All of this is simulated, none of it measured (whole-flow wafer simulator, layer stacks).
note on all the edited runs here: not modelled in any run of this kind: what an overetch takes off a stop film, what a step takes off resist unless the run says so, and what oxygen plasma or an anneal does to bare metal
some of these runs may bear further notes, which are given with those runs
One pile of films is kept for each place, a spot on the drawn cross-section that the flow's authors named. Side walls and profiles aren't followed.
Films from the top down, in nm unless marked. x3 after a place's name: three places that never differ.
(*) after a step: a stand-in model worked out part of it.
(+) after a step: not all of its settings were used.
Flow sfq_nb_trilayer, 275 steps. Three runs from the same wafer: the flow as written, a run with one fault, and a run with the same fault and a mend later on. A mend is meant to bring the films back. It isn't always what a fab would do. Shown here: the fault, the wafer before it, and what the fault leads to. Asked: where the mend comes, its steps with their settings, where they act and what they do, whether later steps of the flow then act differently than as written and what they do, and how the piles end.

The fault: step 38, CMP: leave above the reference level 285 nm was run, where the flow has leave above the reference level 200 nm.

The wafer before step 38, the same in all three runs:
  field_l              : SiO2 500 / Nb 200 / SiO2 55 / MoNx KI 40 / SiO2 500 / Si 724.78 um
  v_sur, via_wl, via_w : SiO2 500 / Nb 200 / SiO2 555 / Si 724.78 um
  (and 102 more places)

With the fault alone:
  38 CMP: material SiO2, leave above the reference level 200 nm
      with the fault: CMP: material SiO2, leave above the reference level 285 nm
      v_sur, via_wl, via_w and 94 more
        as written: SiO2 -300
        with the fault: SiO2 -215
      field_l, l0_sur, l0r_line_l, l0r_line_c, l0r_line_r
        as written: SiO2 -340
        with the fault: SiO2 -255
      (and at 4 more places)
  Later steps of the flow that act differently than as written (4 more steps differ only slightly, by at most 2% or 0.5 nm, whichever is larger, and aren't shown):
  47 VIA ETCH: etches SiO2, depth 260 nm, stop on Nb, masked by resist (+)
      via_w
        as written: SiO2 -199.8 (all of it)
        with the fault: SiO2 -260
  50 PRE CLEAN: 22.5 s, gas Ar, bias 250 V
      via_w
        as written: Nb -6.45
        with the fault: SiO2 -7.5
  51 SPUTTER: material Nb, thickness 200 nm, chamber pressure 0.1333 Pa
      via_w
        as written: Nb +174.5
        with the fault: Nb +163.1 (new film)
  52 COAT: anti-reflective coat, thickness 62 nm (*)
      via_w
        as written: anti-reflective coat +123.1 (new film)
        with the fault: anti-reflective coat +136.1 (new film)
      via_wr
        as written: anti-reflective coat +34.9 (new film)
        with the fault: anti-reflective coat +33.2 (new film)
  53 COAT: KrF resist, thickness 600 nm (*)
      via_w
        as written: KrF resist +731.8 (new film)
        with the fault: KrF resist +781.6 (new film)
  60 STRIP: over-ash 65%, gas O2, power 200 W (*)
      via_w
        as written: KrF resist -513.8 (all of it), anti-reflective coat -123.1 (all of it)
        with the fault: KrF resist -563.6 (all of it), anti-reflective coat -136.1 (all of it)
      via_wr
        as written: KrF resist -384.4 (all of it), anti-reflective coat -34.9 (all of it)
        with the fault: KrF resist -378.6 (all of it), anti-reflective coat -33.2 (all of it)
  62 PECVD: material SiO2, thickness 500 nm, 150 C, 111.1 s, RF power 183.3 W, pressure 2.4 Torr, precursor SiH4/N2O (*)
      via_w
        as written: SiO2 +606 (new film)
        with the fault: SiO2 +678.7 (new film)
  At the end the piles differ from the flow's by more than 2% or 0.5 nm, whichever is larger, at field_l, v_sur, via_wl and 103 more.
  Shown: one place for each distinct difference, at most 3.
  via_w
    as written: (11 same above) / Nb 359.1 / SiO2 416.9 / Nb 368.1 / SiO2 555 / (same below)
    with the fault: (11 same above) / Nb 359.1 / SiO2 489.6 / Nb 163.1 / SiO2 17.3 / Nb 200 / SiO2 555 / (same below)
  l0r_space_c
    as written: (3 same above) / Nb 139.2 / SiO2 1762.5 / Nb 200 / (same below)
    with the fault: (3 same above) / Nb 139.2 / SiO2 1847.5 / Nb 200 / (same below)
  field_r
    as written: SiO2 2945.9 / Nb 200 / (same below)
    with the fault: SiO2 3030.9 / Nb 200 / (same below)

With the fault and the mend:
  The mend comes after step 39.
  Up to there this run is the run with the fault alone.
  39a CMP: material SiO2, leave above the reference level 200 nm (the flow's step 38 once more)
      field_l, v_sur, via_wl and 103 more
        SiO2 -85
  No later step of the flow acts differently than as written at any place that is followed.
  At the end the piles are the same as the flow's at every place that both follow.
